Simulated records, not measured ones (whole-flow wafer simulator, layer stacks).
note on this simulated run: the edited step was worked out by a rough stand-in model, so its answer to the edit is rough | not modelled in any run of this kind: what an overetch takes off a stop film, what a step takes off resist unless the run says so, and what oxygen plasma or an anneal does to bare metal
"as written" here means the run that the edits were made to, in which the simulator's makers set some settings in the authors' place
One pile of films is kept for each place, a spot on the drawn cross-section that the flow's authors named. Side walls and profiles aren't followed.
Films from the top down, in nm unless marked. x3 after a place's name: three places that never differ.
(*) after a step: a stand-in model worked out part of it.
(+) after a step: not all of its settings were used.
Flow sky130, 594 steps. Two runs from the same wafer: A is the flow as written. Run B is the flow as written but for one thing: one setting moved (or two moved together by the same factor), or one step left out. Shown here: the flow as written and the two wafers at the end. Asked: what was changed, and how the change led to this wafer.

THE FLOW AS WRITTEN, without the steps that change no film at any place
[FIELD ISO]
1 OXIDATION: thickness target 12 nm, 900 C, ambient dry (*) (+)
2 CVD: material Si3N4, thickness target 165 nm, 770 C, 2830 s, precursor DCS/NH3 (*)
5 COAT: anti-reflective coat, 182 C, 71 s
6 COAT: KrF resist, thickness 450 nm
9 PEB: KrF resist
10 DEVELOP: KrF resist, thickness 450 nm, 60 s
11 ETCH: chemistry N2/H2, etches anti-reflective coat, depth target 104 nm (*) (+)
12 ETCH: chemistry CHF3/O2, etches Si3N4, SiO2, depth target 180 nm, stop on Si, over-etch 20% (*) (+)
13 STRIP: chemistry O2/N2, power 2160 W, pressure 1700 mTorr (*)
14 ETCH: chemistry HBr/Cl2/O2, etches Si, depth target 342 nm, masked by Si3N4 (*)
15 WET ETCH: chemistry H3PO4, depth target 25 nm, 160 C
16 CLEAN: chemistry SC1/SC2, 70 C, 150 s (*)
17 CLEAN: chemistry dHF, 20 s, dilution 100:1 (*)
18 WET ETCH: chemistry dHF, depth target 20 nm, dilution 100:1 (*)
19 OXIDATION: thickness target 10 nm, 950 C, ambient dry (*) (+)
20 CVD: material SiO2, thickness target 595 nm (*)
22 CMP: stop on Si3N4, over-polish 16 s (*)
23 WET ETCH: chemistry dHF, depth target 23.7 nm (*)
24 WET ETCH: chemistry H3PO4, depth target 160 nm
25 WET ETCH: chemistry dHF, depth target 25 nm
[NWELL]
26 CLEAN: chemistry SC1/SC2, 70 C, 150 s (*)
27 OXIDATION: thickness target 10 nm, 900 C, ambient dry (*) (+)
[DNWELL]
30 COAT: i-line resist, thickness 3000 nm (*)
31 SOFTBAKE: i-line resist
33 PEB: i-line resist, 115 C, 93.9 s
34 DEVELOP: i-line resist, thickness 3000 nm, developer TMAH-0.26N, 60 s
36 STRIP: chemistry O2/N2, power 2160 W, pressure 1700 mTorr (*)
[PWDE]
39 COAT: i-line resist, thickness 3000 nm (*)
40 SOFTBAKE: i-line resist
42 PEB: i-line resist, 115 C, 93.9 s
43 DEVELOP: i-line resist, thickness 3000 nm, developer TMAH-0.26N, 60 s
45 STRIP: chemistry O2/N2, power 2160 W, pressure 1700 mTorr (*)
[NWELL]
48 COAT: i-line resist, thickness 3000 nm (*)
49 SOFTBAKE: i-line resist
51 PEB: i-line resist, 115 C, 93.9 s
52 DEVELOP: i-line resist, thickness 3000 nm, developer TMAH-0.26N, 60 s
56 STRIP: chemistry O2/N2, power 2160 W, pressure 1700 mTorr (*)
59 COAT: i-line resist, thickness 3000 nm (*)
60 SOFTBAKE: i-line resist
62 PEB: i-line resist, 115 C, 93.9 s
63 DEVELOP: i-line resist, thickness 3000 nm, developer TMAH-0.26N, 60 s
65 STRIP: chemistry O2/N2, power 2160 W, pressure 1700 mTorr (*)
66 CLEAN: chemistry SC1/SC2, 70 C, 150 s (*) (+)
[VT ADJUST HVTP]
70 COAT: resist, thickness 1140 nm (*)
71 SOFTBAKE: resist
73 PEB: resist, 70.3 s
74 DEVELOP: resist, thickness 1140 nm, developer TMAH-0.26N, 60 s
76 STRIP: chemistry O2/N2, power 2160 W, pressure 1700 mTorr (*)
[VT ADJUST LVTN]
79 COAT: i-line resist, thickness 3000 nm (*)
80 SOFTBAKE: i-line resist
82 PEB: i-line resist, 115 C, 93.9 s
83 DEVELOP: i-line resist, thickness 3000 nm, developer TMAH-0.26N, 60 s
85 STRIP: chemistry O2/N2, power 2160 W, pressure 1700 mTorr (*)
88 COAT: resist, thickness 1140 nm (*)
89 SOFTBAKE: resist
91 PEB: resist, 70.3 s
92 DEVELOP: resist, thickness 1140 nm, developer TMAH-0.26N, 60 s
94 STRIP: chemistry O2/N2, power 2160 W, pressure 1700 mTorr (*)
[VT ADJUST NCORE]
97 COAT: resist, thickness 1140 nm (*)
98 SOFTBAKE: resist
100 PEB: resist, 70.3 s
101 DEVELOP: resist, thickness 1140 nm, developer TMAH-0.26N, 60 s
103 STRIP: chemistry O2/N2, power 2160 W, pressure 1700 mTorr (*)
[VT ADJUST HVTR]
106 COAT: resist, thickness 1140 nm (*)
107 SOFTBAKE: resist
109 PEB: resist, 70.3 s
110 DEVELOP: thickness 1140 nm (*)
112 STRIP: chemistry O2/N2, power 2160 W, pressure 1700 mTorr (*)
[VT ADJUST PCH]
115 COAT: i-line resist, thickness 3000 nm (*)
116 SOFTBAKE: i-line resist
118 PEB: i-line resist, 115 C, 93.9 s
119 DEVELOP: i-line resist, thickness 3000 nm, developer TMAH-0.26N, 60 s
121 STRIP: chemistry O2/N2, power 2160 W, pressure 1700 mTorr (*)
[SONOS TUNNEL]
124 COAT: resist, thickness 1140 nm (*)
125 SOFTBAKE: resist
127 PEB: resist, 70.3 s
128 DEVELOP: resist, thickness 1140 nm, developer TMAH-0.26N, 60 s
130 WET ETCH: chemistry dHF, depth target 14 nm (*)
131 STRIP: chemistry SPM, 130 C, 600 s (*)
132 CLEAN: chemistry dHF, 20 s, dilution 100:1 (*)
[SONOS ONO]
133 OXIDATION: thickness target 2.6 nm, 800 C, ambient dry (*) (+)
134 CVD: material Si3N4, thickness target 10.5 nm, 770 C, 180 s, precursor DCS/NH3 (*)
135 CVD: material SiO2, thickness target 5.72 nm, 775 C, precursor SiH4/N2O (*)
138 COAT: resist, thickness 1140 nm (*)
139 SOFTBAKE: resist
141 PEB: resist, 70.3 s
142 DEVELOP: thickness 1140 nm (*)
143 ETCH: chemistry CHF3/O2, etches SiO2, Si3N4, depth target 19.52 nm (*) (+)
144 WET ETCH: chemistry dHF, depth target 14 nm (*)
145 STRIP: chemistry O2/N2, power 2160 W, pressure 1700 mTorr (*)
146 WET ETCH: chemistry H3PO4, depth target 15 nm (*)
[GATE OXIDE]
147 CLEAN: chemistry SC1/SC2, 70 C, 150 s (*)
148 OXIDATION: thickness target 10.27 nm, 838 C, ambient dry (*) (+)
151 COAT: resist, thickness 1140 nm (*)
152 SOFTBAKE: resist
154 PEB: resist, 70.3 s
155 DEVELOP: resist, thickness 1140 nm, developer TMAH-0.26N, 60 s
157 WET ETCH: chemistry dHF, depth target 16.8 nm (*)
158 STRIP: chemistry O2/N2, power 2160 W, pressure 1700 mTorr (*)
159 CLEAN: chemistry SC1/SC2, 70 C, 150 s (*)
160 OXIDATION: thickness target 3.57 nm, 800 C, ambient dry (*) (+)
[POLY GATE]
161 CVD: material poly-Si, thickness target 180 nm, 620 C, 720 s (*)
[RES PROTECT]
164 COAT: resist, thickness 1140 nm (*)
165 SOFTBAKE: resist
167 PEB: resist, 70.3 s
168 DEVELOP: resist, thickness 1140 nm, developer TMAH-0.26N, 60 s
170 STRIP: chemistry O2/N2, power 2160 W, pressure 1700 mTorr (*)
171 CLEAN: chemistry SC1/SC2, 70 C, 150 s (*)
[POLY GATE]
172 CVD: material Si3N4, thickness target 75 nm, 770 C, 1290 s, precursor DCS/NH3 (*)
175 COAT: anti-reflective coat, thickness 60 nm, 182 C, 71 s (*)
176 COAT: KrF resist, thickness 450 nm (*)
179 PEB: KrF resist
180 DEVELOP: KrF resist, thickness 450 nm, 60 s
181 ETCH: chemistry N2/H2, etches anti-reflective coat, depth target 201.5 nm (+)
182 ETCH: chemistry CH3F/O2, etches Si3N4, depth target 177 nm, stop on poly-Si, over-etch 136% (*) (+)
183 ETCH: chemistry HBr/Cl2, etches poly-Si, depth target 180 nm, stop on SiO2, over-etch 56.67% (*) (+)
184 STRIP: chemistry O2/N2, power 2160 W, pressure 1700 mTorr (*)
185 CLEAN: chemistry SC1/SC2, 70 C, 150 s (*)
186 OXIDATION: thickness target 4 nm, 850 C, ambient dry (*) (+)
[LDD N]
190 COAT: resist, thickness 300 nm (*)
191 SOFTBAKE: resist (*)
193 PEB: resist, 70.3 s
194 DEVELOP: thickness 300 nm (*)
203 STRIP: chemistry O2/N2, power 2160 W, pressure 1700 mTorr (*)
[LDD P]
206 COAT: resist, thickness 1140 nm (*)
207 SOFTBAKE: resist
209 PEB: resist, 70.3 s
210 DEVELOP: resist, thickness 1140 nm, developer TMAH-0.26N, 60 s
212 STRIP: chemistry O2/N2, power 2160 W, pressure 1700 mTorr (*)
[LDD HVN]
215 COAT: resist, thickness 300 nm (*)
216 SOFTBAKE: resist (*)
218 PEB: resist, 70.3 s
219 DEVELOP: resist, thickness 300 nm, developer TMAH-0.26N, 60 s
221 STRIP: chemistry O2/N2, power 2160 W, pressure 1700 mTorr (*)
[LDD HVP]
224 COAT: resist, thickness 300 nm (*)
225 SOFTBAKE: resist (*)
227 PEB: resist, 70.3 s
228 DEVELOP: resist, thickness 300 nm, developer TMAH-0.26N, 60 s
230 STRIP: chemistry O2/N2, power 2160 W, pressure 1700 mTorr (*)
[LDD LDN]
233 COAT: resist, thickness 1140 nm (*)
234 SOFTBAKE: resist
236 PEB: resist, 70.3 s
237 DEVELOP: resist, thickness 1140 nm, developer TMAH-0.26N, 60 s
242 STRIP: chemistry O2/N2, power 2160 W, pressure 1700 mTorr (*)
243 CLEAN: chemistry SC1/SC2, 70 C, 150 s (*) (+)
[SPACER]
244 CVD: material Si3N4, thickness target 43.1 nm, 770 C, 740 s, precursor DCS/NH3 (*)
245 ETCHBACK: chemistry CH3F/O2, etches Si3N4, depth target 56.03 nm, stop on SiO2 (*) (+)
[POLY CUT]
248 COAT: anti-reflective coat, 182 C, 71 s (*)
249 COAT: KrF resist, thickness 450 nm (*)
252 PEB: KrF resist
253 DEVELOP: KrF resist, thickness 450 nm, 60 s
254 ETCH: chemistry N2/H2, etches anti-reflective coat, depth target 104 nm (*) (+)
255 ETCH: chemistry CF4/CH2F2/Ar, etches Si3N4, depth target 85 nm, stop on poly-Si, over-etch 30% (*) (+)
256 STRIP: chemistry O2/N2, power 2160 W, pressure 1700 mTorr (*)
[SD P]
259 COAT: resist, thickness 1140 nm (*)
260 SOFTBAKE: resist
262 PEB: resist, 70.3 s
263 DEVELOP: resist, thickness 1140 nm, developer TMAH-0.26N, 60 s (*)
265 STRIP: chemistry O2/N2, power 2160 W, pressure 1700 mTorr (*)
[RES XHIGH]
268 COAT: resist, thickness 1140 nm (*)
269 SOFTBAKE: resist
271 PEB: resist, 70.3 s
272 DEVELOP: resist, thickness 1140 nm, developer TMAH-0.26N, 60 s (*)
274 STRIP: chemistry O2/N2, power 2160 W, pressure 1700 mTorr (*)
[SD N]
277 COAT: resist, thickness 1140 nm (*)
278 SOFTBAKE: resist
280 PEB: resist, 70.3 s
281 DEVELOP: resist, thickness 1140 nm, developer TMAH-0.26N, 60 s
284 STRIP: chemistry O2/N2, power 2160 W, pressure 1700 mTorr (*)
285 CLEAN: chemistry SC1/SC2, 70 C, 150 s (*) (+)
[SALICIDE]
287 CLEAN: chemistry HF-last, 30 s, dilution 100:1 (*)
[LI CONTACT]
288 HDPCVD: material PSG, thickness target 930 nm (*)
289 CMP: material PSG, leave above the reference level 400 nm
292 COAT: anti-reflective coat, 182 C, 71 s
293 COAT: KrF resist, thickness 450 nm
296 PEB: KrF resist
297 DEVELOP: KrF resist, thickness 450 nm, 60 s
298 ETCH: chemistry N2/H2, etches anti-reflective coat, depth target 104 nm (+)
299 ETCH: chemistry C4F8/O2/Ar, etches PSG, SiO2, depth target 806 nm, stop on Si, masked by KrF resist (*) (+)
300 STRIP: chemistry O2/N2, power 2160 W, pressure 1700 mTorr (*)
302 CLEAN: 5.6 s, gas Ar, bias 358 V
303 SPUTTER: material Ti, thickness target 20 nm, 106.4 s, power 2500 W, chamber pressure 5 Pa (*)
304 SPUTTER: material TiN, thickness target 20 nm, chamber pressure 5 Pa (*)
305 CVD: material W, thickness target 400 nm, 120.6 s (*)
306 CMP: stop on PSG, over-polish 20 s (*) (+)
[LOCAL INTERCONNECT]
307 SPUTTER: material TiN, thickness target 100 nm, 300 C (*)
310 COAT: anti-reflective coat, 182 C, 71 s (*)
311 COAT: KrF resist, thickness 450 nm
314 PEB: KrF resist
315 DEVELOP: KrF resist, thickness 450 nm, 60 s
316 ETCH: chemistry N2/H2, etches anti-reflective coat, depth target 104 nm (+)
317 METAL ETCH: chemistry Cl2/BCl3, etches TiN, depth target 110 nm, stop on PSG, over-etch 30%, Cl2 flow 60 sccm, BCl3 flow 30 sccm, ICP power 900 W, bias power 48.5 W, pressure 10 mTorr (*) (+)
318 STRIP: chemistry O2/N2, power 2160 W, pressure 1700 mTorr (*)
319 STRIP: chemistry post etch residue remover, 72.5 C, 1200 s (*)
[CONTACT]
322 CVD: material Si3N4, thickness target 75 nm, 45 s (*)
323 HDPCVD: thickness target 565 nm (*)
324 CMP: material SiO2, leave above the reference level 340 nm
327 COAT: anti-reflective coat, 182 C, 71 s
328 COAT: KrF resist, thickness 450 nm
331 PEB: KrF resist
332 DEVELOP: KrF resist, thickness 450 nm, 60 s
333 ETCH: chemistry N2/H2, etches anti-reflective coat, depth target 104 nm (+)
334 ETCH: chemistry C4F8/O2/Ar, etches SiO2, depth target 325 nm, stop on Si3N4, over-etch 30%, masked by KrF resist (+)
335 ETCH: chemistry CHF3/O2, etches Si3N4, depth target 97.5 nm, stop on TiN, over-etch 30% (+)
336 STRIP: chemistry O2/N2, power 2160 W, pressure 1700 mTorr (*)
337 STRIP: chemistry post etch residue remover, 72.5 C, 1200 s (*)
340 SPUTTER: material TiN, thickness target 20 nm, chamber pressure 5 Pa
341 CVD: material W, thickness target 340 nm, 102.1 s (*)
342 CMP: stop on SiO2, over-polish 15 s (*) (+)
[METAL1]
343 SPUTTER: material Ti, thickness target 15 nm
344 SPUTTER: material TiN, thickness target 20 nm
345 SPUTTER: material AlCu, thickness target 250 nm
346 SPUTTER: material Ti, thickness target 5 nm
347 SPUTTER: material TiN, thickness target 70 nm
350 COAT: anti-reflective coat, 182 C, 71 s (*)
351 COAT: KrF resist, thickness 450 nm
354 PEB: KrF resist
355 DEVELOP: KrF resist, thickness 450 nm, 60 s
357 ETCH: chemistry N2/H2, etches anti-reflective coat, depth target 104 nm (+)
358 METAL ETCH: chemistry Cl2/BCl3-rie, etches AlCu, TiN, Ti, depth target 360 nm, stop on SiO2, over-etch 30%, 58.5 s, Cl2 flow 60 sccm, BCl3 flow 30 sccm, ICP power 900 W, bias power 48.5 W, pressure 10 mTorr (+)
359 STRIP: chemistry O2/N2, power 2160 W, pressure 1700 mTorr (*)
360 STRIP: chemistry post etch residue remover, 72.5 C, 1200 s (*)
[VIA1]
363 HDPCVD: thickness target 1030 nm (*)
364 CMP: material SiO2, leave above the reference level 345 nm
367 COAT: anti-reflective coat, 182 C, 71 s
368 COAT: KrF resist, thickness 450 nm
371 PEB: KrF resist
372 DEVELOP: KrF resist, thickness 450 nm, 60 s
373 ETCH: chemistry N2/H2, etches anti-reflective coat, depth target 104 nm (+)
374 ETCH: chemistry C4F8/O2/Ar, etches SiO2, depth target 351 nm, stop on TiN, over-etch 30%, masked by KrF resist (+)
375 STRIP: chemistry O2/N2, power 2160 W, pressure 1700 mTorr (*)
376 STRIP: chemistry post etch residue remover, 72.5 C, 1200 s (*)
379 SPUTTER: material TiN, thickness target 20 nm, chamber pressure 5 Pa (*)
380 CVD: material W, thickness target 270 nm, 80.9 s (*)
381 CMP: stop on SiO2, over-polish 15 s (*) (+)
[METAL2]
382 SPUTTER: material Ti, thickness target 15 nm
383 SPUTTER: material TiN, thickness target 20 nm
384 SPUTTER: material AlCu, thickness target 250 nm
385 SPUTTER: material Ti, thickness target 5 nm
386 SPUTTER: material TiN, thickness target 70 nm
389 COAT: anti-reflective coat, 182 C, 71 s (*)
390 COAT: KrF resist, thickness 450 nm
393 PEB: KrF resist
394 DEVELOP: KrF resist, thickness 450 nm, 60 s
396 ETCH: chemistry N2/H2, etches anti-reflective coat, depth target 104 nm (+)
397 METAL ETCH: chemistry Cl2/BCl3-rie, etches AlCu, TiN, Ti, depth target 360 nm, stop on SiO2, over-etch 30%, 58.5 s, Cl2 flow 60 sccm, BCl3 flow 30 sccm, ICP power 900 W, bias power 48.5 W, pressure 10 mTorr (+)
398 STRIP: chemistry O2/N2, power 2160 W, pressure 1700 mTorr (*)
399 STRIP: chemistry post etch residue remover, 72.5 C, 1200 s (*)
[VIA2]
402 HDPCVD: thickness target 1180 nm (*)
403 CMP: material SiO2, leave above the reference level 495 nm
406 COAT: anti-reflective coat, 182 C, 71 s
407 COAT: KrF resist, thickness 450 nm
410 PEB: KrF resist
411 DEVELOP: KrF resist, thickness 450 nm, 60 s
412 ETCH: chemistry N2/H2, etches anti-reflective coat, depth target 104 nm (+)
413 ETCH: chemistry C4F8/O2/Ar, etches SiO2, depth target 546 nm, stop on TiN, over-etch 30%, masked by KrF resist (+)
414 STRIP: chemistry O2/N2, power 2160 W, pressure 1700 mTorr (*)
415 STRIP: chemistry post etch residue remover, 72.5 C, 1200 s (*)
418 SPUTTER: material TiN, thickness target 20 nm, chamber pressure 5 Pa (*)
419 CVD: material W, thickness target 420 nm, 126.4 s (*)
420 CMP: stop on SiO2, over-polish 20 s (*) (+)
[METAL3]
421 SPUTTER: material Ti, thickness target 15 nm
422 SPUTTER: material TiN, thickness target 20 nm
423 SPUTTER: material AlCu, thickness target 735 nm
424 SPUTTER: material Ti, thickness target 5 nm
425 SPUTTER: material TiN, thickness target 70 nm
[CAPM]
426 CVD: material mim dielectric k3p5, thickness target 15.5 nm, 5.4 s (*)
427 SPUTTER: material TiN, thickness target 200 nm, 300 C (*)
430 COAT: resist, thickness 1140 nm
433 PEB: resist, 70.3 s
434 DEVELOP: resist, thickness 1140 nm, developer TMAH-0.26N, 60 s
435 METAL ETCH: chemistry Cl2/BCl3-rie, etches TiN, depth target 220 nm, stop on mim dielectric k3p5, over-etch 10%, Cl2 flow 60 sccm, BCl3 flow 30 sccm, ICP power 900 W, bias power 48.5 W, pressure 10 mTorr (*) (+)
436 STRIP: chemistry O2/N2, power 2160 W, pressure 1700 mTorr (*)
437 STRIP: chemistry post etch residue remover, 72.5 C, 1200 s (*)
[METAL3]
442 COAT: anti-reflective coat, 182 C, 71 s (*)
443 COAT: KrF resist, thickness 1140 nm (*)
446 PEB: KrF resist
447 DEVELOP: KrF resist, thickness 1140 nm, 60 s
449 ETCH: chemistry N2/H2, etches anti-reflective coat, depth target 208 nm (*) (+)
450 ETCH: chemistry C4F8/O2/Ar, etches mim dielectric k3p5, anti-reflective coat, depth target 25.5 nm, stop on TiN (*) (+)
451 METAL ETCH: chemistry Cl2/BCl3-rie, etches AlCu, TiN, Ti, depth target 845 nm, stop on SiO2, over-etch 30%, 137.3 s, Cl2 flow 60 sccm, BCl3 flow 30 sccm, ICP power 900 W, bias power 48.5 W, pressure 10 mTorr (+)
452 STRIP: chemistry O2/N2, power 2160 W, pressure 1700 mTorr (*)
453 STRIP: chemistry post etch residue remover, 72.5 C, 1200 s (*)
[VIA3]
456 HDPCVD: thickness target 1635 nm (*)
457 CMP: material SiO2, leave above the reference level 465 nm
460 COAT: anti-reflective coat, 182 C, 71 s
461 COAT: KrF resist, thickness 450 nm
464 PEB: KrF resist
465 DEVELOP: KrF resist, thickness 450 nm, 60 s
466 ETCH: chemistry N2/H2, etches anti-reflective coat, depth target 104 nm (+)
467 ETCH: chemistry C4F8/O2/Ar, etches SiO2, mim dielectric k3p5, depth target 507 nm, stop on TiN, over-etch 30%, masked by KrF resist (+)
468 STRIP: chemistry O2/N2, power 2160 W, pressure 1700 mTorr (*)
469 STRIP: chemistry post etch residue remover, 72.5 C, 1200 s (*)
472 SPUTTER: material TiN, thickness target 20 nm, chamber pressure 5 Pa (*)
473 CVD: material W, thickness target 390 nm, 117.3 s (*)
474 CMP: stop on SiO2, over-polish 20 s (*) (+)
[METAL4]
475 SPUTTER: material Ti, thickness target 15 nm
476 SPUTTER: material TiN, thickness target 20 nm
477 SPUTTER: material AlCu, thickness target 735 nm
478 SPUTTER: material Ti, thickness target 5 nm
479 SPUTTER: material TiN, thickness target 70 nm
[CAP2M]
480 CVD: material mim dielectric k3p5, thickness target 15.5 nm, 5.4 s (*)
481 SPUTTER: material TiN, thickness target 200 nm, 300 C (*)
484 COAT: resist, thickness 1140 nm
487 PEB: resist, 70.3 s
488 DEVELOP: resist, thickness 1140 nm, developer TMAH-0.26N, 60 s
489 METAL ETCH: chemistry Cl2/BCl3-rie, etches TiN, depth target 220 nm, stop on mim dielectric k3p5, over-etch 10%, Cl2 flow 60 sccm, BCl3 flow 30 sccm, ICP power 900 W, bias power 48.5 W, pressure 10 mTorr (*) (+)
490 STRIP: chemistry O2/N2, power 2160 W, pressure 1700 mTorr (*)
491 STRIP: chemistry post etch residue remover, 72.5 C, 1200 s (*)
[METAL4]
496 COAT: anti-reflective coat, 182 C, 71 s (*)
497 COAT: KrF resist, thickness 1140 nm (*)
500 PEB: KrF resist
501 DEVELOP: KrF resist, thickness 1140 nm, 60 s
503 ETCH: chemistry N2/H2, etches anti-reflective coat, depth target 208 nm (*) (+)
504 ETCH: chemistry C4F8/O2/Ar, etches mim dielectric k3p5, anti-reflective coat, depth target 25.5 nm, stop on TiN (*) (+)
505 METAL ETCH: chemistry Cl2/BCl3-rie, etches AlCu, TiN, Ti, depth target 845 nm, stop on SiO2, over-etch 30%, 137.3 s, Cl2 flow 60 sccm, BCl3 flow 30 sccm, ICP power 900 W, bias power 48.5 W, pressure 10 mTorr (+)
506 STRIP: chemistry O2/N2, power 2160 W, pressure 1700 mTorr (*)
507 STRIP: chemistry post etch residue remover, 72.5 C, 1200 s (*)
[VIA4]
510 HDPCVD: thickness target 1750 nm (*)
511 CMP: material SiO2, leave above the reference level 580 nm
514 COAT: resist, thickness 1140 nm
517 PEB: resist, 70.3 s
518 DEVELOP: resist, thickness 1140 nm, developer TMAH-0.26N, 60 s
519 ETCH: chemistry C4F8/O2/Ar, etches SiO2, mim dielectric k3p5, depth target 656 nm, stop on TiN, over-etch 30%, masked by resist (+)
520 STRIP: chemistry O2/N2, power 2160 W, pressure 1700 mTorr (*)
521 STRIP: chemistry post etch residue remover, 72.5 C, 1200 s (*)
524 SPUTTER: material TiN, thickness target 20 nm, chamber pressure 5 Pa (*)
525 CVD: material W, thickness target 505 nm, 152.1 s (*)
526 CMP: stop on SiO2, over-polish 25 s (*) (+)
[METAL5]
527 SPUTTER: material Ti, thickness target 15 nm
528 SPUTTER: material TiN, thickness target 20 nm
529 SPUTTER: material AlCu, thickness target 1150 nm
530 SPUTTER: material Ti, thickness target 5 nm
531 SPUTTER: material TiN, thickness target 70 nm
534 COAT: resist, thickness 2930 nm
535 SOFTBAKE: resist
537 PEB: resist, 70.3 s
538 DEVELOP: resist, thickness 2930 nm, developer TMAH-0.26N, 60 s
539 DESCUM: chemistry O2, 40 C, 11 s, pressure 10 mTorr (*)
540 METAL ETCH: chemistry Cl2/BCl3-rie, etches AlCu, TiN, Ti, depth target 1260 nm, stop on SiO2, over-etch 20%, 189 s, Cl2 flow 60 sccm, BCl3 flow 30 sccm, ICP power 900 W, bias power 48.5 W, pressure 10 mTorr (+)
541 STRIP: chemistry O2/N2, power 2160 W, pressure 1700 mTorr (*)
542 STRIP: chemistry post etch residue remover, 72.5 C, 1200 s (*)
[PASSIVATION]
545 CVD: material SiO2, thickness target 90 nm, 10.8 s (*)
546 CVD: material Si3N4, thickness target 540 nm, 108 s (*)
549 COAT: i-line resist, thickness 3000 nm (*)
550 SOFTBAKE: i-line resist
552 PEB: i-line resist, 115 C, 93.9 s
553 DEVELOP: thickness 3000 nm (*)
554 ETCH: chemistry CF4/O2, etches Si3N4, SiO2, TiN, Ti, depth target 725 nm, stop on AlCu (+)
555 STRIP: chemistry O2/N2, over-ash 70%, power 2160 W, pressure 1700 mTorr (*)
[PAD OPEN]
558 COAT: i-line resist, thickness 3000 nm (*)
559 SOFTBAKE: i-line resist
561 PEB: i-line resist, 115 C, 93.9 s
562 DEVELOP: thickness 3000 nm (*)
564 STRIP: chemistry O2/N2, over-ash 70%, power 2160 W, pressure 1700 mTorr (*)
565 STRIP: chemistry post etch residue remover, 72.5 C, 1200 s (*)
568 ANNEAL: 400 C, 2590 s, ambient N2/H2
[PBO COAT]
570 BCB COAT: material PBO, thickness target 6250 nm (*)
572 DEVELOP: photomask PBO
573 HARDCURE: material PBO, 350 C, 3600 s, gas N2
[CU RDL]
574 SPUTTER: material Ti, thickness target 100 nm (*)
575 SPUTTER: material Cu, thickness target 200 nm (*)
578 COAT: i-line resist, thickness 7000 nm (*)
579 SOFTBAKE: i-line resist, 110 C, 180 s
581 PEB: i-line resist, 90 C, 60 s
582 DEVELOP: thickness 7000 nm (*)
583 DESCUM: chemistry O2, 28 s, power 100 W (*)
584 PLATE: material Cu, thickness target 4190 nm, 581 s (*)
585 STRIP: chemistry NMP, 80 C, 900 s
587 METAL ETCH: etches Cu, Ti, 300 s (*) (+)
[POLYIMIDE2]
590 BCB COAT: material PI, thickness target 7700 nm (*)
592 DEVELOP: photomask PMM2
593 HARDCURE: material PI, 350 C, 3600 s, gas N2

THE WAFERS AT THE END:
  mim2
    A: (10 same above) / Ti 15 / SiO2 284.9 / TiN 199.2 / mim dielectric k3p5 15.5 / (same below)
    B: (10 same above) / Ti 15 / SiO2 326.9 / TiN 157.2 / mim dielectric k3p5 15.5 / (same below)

The cause: step 481, SPUTTER: thickness target 158 nm was run, where the flow has thickness target 200 nm.

How the change led to this, step by step:
  481 SPUTTER: material TiN, thickness target 200 nm, 300 C (*)
      field, active, n_well and 189 more: A TiN +200 (new film) | B TiN +158 (new film)
  489 METAL ETCH: chemistry Cl2/BCl3-rie, etches TiN, depth target 220 nm, stop on mim dielectric k3p5, over-etch 10%, Cl2 flow 60 sccm, BCl3 flow 30 sccm, ICP power 900 W, bias power 48.5 W, pressure 10 mTorr (*) (+)
      field, active, n_well and 188 more: A TiN -200 (all of it) | B TiN -158 (all of it)
      mim2: A resist -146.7 | B resist -115.9
  490 STRIP: chemistry O2/N2, power 2160 W, pressure 1700 mTorr (*)
      mim2: A resist -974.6 (all of it) | B resist -1005.4 (all of it)
  496 COAT: anti-reflective coat, 182 C, 71 s (*)
      iso_guard__w2: A anti-reflective coat +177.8 (new film) | B anti-reflective coat +150.1 (new film)
      mim2: A anti-reflective coat +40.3 (new film) | B anti-reflective coat +31.8 (new film)
  497 COAT: KrF resist, thickness 1140 nm (*)
      mim2: A KrF resist +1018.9 (new film) | B KrF resist +1058.3 (new film)
  506 STRIP: chemistry O2/N2, power 2160 W, pressure 1700 mTorr (*)
      iso_guard__w2: A KrF resist -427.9 (all of it), anti-reflective coat -177.8 (all of it) | B KrF resist -446.5 (all of it), anti-reflective coat -150.1 (all of it)
      mim2: A KrF resist -372.1 (all of it), anti-reflective coat -40.3 (all of it) | B KrF resist -411.4 (all of it), anti-reflective coat -31.8 (all of it)
  511 CMP: material SiO2, leave above the reference level 580 nm
      mim2: A SiO2 -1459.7 | B SiO2 -1417.7
